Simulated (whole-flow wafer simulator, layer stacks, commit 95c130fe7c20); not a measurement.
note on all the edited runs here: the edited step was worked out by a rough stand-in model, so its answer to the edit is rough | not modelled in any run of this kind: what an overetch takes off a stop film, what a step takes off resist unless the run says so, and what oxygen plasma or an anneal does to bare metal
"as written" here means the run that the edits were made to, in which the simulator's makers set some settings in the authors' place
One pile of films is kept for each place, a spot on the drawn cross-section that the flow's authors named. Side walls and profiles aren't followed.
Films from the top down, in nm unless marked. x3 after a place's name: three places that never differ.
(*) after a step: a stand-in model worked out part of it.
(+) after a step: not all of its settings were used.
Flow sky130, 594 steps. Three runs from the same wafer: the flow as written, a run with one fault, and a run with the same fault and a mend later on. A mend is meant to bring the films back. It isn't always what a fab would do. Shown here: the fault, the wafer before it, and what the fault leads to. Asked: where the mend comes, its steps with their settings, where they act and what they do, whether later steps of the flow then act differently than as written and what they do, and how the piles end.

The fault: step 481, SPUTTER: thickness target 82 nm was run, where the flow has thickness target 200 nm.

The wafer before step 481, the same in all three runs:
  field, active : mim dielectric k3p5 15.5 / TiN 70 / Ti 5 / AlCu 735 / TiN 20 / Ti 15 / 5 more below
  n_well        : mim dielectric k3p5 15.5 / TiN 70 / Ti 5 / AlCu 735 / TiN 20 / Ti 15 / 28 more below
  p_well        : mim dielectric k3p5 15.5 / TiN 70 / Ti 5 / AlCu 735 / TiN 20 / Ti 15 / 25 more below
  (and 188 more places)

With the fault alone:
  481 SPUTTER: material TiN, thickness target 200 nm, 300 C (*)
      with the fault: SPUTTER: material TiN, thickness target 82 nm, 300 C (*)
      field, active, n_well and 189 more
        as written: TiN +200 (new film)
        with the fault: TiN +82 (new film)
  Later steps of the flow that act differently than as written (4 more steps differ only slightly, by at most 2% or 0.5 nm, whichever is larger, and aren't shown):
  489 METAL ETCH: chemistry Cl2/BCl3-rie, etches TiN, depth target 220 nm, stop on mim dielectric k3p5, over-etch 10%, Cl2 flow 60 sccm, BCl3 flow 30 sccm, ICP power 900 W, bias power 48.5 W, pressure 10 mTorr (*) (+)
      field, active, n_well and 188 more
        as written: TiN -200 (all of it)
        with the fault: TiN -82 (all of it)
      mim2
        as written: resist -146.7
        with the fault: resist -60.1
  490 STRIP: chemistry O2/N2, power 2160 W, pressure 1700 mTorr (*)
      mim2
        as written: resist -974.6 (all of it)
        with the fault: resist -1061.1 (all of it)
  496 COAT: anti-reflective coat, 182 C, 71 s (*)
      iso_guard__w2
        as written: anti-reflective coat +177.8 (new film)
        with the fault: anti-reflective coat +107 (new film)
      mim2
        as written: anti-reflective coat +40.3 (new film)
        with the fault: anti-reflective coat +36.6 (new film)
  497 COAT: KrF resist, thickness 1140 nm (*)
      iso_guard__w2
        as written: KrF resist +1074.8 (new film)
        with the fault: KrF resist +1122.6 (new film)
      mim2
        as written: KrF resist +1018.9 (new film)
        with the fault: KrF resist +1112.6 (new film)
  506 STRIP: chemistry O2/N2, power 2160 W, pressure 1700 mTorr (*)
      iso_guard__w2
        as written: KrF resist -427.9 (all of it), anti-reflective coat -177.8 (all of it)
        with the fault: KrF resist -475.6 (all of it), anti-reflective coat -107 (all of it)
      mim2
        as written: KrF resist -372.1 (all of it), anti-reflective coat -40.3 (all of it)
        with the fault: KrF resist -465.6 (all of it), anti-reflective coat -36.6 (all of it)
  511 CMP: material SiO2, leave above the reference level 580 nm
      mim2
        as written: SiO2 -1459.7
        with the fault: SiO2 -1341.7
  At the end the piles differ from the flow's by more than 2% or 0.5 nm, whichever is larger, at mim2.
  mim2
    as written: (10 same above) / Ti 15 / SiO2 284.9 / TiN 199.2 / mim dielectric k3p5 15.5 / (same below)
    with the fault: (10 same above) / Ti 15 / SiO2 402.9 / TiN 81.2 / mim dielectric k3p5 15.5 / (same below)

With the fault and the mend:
  The mend comes after step 488.
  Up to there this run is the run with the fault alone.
  488a STRIP: chemistry O2/N2, power 2160 W, pressure 1700 mTorr (*)
      mim2
        resist -1121.3 (all of it)
  488b SPUTTER: material TiN, thickness target 118 nm, 300 C (*) (the flow's step 481 once more, with other settings)
      field, active, n_well and 189 more
        TiN +118
  488c HMDS: 120 C, 60 s (the flow's step 483 once more)
      changes no film at any place that is followed
  488d COAT: resist, thickness 1140 nm (the flow's step 484 once more)
      field, active, n_well and 187 more
        resist +1140 (new film)
      m1, via3_hole
        resist +1140.6 (new film)
  488e SOFTBAKE: resist (the flow's step 485 once more)
      changes no film at any place that is followed
  488f EXPOSE: photomask CAP2M, dose 177.7 mJ/cm2, NA 0.6, wavelength 365 nm (*) (the flow's step 486 once more)
      changes no film at any place that is followed
  488g PEB: resist, 70.3 s (the flow's step 487 once more)
      field, active, n_well and 189 more
        resist -18.7
  488h DEVELOP: resist, thickness 1140 nm, developer TMAH-0.26N, 60 s (the flow's step 488 once more)
      field, active, n_well and 186 more
        resist -1121.3 (all of it)
      m1, via3_hole
        resist -1121.9 (all of it)
  No later step of the flow acts differently than as written at any place that is followed.
  At the end the piles are the same as the flow's at every place that both follow.
